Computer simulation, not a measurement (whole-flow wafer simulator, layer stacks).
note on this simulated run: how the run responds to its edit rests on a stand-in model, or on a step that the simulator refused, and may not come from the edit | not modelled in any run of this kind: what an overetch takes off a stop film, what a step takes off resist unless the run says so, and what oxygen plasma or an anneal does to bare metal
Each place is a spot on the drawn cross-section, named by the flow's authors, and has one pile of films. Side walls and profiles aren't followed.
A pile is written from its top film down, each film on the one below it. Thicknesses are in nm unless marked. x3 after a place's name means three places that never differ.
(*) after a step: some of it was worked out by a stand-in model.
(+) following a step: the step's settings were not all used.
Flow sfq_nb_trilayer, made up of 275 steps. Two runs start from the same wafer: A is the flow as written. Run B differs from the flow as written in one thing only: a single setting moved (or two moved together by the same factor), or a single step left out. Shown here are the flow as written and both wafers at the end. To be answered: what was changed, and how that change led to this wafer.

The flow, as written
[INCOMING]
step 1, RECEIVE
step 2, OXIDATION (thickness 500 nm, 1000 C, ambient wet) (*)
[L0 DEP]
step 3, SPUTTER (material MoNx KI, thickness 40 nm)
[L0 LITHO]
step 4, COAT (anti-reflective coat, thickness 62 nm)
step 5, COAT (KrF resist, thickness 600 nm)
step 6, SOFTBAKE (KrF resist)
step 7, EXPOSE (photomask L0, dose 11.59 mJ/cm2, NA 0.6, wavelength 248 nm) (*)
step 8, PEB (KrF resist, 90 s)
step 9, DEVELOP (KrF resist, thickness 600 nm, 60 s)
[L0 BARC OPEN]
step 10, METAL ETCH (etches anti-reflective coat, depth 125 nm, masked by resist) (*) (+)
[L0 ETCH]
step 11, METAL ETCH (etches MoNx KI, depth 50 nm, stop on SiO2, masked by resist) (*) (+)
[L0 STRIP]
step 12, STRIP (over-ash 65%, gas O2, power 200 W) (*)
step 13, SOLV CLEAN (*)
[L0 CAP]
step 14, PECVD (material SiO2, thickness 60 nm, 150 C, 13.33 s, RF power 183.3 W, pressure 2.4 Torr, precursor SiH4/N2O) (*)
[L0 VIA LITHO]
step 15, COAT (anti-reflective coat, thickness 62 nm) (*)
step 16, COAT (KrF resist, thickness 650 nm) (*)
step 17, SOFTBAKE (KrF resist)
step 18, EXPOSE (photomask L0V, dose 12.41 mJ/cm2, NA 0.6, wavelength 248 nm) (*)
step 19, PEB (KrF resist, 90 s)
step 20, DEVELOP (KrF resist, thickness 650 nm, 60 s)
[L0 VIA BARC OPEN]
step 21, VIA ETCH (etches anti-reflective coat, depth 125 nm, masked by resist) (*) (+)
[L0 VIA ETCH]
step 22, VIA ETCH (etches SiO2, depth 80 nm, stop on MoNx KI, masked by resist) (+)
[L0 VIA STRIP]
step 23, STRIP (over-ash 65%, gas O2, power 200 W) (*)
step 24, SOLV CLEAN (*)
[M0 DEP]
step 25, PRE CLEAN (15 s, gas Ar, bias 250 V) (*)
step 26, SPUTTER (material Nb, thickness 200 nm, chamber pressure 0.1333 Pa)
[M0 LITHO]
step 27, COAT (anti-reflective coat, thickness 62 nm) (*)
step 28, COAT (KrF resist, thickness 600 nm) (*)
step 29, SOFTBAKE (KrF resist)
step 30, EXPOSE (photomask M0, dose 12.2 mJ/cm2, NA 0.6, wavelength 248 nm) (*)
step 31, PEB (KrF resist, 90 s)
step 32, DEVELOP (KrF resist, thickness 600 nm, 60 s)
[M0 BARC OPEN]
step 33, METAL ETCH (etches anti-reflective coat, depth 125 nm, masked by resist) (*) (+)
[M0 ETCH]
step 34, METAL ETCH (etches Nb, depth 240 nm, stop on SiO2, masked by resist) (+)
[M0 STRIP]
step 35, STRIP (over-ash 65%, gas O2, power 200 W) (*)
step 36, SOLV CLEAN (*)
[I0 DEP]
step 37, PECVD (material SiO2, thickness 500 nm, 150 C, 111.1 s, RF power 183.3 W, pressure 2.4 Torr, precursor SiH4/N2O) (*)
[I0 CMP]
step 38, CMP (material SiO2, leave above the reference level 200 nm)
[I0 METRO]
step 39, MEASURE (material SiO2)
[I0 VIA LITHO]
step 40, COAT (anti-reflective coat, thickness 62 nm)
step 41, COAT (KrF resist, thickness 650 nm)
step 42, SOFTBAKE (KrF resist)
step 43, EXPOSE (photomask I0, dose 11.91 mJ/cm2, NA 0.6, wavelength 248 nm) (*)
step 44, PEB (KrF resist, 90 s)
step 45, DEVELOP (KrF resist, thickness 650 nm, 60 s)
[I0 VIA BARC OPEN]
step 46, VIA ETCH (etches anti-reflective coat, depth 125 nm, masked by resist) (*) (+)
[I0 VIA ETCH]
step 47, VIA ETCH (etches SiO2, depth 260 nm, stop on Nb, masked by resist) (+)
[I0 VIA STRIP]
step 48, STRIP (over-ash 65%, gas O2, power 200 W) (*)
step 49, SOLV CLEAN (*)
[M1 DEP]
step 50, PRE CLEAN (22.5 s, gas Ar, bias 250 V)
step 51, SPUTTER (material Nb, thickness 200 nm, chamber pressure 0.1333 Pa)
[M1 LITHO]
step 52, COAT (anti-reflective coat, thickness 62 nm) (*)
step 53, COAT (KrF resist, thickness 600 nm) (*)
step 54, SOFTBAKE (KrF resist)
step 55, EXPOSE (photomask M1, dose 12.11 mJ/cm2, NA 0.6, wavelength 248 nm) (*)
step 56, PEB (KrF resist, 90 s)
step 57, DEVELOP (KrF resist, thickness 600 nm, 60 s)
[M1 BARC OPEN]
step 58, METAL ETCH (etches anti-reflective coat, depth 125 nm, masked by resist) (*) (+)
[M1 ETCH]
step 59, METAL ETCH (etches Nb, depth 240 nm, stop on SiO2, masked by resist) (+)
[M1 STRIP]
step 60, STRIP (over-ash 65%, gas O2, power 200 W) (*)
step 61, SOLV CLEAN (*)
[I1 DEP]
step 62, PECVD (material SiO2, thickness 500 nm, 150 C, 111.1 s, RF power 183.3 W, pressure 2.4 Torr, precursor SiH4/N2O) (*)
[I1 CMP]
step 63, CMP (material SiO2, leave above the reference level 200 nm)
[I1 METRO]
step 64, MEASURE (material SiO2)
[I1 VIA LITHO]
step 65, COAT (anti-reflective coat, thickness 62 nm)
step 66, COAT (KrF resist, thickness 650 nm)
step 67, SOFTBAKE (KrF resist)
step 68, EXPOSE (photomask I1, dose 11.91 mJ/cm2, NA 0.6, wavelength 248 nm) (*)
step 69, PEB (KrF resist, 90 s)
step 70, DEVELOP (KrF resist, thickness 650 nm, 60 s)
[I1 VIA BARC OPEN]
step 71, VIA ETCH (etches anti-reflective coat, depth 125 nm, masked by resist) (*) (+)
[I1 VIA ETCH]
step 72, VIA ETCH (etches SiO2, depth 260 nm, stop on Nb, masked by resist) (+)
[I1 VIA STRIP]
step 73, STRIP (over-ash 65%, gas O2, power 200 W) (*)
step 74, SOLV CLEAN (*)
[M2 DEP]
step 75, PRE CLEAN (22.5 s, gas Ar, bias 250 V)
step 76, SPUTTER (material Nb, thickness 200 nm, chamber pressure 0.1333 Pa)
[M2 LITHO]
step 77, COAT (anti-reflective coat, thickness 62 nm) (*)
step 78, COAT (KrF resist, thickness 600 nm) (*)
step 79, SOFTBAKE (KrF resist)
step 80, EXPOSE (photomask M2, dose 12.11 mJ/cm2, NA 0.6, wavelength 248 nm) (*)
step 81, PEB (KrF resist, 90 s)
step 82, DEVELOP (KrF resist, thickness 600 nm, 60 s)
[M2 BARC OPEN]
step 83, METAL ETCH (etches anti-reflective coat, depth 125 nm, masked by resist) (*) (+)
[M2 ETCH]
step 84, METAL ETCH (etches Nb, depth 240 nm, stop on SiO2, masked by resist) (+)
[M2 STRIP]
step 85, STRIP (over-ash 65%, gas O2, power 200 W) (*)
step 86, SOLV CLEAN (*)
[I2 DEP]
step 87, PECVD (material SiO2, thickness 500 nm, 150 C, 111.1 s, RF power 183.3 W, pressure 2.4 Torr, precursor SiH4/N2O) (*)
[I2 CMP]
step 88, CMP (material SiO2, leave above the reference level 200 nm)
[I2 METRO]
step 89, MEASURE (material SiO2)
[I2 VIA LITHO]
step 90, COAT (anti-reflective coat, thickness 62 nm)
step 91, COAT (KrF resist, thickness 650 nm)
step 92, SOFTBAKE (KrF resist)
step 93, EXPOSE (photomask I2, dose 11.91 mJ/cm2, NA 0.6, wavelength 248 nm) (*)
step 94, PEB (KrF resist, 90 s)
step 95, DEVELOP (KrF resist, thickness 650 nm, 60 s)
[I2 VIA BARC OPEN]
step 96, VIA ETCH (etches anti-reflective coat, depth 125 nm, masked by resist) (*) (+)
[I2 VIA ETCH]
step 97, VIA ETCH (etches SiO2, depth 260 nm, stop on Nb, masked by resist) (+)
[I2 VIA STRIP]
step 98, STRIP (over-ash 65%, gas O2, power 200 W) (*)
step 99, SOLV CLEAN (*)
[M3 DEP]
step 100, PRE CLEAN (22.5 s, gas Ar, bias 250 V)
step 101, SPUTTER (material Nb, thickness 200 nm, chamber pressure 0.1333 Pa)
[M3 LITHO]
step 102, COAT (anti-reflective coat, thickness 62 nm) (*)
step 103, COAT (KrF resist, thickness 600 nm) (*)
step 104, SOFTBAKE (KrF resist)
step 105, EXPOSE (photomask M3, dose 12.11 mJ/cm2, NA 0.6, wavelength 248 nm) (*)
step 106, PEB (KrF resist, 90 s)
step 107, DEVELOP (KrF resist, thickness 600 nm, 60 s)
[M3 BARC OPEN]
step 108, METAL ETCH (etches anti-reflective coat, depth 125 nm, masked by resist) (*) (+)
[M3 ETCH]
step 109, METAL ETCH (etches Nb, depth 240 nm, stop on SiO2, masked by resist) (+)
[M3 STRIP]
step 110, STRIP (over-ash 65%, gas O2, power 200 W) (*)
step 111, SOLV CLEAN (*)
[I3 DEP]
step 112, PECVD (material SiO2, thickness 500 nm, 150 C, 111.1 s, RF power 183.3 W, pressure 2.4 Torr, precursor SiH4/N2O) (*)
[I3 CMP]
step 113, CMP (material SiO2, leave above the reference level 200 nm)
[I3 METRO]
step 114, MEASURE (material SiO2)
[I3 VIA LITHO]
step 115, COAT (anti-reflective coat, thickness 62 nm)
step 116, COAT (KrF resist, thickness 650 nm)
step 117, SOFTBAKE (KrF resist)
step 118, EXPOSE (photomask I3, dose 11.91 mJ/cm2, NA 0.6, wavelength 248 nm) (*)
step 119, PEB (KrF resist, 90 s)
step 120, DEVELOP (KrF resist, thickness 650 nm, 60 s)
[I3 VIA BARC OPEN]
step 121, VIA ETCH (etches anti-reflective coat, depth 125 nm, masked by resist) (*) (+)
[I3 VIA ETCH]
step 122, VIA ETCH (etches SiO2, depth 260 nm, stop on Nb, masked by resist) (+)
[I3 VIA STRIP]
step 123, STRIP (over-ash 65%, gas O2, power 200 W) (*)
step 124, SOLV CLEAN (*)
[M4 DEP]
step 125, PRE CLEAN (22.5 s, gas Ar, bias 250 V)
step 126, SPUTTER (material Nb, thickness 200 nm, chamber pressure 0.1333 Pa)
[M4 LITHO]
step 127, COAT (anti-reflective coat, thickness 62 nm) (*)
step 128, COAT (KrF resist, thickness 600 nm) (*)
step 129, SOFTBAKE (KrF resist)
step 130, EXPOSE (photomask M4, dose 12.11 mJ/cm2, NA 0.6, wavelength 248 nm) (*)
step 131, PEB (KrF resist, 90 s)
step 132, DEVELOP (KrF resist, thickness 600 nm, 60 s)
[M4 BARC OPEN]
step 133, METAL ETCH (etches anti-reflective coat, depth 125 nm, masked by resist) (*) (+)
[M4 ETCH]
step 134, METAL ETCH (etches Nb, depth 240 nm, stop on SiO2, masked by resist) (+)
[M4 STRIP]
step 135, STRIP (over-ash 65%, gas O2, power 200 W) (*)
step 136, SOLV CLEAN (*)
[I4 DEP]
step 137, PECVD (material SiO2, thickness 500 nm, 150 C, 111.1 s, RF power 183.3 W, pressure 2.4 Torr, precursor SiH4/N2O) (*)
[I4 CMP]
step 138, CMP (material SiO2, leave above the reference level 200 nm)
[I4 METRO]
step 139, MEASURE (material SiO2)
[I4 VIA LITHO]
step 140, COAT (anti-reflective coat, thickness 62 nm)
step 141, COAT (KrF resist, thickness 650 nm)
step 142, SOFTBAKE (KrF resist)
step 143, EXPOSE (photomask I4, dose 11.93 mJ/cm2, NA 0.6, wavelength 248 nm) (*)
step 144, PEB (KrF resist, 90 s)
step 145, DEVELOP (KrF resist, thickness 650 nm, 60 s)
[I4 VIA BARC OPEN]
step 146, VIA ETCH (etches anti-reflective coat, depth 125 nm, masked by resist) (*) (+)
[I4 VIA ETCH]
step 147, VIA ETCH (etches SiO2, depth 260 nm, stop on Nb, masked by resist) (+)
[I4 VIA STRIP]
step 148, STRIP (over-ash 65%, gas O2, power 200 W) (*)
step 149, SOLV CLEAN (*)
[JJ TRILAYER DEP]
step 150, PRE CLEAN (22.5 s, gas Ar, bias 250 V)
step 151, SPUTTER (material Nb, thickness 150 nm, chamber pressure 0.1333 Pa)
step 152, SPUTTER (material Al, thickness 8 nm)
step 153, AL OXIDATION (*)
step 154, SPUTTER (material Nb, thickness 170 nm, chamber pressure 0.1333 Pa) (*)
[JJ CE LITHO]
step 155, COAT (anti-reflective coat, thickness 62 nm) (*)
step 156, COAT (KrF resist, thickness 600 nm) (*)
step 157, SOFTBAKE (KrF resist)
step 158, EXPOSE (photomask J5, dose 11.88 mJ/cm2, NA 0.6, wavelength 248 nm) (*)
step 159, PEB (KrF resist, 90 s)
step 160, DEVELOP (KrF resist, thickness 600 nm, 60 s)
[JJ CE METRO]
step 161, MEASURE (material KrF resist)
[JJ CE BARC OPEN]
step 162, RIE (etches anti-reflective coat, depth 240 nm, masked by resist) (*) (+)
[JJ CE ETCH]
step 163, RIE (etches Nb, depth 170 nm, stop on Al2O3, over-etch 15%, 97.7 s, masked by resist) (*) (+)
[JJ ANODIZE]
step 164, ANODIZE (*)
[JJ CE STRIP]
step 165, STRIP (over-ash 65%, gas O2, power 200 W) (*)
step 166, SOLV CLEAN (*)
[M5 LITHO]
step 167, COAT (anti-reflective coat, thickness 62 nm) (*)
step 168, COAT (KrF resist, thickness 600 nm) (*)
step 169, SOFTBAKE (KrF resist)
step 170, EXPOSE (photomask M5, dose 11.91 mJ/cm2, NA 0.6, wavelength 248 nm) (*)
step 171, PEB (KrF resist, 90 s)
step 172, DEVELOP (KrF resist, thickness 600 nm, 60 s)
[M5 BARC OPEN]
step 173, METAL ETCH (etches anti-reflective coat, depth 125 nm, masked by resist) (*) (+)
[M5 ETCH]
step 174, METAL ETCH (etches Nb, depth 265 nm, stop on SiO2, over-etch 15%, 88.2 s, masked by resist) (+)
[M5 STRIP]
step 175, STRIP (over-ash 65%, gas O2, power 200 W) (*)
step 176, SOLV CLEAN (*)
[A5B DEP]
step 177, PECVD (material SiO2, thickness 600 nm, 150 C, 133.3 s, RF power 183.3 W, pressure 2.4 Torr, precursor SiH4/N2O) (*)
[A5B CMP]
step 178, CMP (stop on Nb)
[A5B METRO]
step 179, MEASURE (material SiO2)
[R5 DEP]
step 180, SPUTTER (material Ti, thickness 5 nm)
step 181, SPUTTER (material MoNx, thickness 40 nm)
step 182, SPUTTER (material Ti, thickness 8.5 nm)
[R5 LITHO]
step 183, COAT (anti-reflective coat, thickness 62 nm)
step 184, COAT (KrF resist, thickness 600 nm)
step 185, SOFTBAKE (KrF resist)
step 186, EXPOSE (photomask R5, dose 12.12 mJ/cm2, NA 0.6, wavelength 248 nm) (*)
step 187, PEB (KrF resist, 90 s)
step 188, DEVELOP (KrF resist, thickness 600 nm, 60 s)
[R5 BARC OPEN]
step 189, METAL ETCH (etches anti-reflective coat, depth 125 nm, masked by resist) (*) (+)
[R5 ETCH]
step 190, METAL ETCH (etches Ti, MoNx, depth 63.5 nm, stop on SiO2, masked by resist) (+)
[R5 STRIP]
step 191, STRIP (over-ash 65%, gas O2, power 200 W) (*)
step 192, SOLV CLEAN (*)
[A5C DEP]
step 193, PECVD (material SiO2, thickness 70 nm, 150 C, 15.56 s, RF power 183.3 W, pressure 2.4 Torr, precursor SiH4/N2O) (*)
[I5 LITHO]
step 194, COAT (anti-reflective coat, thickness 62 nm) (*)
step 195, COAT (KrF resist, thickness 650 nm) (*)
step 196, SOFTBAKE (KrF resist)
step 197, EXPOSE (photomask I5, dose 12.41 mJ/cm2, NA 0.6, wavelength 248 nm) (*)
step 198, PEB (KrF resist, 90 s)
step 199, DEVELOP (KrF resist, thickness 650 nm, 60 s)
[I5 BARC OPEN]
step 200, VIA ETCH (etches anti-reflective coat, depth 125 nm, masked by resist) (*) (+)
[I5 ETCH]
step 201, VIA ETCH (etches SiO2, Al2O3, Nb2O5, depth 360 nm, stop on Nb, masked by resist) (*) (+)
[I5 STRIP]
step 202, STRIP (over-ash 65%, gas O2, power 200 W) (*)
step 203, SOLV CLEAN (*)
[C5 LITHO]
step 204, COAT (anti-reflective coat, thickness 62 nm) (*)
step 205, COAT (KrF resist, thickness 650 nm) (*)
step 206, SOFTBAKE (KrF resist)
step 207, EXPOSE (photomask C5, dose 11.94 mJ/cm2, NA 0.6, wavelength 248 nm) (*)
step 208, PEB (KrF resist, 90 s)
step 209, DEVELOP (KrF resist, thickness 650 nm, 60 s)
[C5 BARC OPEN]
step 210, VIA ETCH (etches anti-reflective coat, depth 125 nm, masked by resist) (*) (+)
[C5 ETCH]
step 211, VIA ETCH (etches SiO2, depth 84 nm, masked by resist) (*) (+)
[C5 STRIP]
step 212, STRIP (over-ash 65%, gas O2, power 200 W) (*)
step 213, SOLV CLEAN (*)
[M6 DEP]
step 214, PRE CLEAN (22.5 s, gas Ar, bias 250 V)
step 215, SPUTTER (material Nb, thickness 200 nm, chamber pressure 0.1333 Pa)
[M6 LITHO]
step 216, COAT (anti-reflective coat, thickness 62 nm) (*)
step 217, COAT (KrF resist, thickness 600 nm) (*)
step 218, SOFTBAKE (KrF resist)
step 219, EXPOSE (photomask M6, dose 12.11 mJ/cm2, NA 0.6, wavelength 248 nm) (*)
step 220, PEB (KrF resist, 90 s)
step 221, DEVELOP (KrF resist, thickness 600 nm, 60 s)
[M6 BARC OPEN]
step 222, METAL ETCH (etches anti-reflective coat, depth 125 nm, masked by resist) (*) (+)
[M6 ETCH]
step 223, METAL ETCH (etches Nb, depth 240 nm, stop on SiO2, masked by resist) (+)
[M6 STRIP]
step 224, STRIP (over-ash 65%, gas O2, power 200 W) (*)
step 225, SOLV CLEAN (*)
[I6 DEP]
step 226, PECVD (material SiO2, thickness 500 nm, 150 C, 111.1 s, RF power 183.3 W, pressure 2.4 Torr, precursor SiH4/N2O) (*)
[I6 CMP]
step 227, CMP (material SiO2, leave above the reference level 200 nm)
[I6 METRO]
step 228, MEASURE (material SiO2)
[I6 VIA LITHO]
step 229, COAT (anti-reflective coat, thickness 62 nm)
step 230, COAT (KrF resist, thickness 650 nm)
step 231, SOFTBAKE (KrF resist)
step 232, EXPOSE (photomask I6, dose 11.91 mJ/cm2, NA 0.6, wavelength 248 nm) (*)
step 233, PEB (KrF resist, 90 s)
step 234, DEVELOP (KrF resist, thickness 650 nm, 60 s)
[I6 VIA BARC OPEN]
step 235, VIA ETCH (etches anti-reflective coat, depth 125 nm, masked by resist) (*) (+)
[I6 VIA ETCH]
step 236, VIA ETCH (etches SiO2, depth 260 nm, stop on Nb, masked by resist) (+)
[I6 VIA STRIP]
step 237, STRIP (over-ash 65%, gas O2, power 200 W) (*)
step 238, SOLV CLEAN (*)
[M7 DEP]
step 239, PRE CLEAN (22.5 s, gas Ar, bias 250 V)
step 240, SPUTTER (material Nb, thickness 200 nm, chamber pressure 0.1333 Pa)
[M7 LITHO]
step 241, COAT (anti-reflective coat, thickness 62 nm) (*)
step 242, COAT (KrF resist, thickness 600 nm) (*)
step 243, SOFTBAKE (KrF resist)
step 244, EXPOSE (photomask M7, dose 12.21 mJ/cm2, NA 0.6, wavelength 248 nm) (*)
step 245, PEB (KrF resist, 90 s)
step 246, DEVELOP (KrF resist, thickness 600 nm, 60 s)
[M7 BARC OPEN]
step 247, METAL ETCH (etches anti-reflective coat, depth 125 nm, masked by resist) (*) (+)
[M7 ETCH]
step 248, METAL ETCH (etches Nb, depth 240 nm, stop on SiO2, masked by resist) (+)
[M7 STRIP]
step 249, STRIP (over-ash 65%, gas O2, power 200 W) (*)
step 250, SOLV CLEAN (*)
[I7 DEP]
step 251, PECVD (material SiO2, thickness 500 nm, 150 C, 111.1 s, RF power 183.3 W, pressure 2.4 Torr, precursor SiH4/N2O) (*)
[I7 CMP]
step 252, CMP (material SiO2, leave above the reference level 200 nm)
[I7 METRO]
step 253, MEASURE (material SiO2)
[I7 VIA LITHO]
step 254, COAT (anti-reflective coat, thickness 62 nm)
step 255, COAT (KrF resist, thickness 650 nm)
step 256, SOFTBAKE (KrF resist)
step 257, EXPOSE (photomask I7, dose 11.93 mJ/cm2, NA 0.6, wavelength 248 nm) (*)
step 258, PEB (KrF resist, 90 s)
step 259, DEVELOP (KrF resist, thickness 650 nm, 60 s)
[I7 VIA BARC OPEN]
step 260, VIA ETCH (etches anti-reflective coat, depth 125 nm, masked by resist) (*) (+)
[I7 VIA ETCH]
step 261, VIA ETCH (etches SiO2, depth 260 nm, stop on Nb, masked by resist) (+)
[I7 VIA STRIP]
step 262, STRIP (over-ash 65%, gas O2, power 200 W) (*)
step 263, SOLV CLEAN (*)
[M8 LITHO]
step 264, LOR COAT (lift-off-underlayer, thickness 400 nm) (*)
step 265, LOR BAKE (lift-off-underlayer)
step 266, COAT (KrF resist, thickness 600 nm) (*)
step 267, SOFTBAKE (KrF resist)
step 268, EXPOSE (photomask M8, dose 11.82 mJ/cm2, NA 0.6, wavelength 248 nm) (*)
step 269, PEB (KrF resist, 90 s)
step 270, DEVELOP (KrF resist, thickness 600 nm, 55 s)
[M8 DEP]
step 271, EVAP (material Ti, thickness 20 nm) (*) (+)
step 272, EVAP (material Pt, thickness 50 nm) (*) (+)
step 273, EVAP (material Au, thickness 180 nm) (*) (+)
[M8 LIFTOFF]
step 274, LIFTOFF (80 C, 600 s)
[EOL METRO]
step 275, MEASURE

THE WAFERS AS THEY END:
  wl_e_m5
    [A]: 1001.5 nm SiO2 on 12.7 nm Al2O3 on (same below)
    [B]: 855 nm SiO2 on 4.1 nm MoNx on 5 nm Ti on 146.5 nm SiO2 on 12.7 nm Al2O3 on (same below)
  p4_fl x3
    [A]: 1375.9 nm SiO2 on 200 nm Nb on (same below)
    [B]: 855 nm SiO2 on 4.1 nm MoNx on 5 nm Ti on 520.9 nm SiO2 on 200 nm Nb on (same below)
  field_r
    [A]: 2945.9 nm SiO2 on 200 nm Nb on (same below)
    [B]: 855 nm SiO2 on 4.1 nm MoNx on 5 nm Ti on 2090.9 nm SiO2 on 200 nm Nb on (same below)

The reason: step 190, METAL ETCH: depth 44.4 nm was run, while the flow as written has depth 63.5 nm.

Step by step, how the change led to this:
  step 190, METAL ETCH (etches Ti, MoNx, depth 63.5 nm, stop on SiO2, masked by resist) (+)
      field_l, v_sur, via_wl and 92 more: A Ti loses 8.5 (all of it), MoNx loses 40 (all of it), Ti loses 5 (all of it) | B Ti loses 8.5 (all of it), MoNx loses 35.9
      ce_l, c5j, ce_r, wl_jj: A Ti loses 8.5 (all of it), MoNx loses 40 (all of it), Ti loses 5 (all of it), Nb loses 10 | B Ti loses 8.5 (all of it), MoNx loses 35.9
      (also at 7 further places)
  step 193, PECVD (material SiO2, thickness 70 nm, 150 C, 15.56 s, RF power 183.3 W, pressure 2.4 Torr, precursor SiH4/N2O) (*)
      field_l, v_sur, via_wl and 92 more: A SiO2 gains 70 | B SiO2 gains 70 (new film)
  step 194, COAT (anti-reflective coat, thickness 62 nm) (*)
      wl_j_sl, wl_j_sr: A anti-reflective coat gains 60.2 (new film) | B anti-reflective coat gains 62 (new film)
      r5r_spacepad_l, r5r_spacepad_r: A anti-reflective coat gains 84.4 (new film) | B anti-reflective coat gains 80.5 (new film)
      (also at 11 further places)
  step 201, VIA ETCH (etches SiO2, Al2O3, Nb2O5, depth 360 nm, stop on Nb, masked by resist) (*) (+)
      be: A SiO2 loses 216.4 (all of it), Al2O3 loses 12.7 (all of it), Nb2O5 loses 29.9 (all of it) | B SiO2 loses 69.8 (all of it), MoNx loses 4.1 (all of it), Ti loses 5 (all of it), SiO2 loses 146.5 (all of it), Al2O3 loses 12.7 (all of it), Nb2O5 loses 29.9 (all of it)
  step 202, STRIP (over-ash 65%, gas O2, power 200 W) (*)
      wl_j_sl, wl_j_sr: A KrF resist loses 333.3 (all of it), anti-reflective coat loses 60.2 (all of it) | B KrF resist loses 333.2 (all of it), anti-reflective coat loses 62 (all of it)
      r5r_spacepad_l, r5r_spacepad_r: A KrF resist loses 335.6 (all of it), anti-reflective coat loses 84.4 (all of it) | B KrF resist loses 335.2 (all of it), anti-reflective coat loses 80.5 (all of it)
      (also at 11 further places)
  step 204, COAT (anti-reflective coat, thickness 62 nm) (*)
      wl_j_sl, wl_j_sr: A anti-reflective coat gains 60.2 (new film) | B anti-reflective coat gains 62 (new film)
      r5r_spacepad_l, r5r_spacepad_r: A anti-reflective coat gains 84.4 (new film) | B anti-reflective coat gains 80.5 (new film)
      (also at 11 further places)
  step 210, VIA ETCH (etches anti-reflective coat, depth 125 nm, masked by resist) (*) (+)
      c5j: A anti-reflective coat loses 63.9 (all of it), SiO2 loses 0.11 | B anti-reflective coat loses 61.3 (all of it), SiO2 loses 0.13
  step 211, VIA ETCH (etches SiO2, depth 84 nm, masked by resist) (*) (+)
      c5j: A SiO2 loses 69.9 (all of it), Nb loses 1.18 | B SiO2 loses 69.9 (all of it)
  step 212, STRIP (over-ash 65%, gas O2, power 200 W) (*)
      wl_j_sl, wl_j_sr: A KrF resist loses 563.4 (all of it), anti-reflective coat loses 60.2 (all of it) | B KrF resist loses 562.6 (all of it), anti-reflective coat loses 62 (all of it)
      r5r_spacepad_l, r5r_spacepad_r: A KrF resist loses 565.8 (all of it), anti-reflective coat loses 84.4 (all of it) | B KrF resist loses 564.7 (all of it), anti-reflective coat loses 80.5 (all of it)
      (also at 10 further places)
  step 214, PRE CLEAN (22.5 s, gas Ar, bias 250 V)
      c5j: A Nb loses 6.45 | B MoNx loses 4.1 (all of it), Ti loses 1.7
  step 215, SPUTTER (material Nb, thickness 200 nm, chamber pressure 0.1333 Pa)
      c5j: A Nb gains 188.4 | B Nb gains 189.1 (new film)
  step 216, COAT (anti-reflective coat, thickness 62 nm) (*)
      wl_j_sl, wl_j_sr: A anti-reflective coat gains 60.2 (new film) | B anti-reflective coat gains 62 (new film)
      r5r_spacepad_l, r5r_spacepad_r: A anti-reflective coat gains 85.7 (new film) | B anti-reflective coat gains 81.3 (new film)
      (also at 12 further places)
  step 222, METAL ETCH (etches anti-reflective coat, depth 125 nm, masked by resist) (*) (+)
      r5r_spacepad_l, r5r_spacepad_r: A anti-reflective coat loses 85.7 (all of it) | B anti-reflective coat loses 81.3 (all of it)
      r5r_line_c, r5r_line_r: A anti-reflective coat loses 50 (all of it) | B anti-reflective coat loses 51.5 (all of it)
      (also at 2 further places)
  step 224, STRIP (over-ash 65%, gas O2, power 200 W) (*)
      wl_j_sl, wl_j_sr: A KrF resist loses 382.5 (all of it), anti-reflective coat loses 60.2 (all of it) | B KrF resist loses 382.4 (all of it), anti-reflective coat loses 62 (all of it)
      be_sur: A KrF resist loses 371.2 (all of it), anti-reflective coat loses 43.8 (all of it) | B KrF resist loses 371.1 (all of it), anti-reflective coat loses 42.9 (all of it)
      (also at 7 further places)
  step 226, PECVD (material SiO2, thickness 500 nm, 150 C, 111.1 s, RF power 183.3 W, pressure 2.4 Torr, precursor SiH4/N2O) (*)
      r5r_spacepad_l, r5r_spacepad_r: A SiO2 gains 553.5 | B SiO2 gains 541.9
  step 227, CMP (material SiO2, leave above the reference level 200 nm)
      ce_l, ce_r, wl_jj: A SiO2 loses 290 | B SiO2 loses 300
      be_r, r_sur, r_end: A SiO2 loses 353.5 | B SiO2 loses 344.4
      (also at 7 further places)
If metal films that touch count as one body, wl_e_m5 has 7 bodies (between them, from the top down: SiO2 146.5 / Al2O3 12.7 / Nb2O5 29.9; SiO2 192.5; SiO2 192.5; SiO2 192.5; SiO2 192.5; SiO2 192.5); the flow as written gives 6 bodies (between them, from the top down: SiO2 192.5; SiO2 192.5; SiO2 192.5; SiO2 192.5; SiO2 192.5).
If metal films that touch count as one body, p4_fl x3 has 3 bodies (between them, from the top down: SiO2 520.9; SiO2 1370); the flow as written gives 2 bodies (between them, from the top down: SiO2 1370).
If metal films that touch count as one body, field_r has 2 bodies (between them, from the top down: SiO2 2090.9); the flow as written gives 1 body.
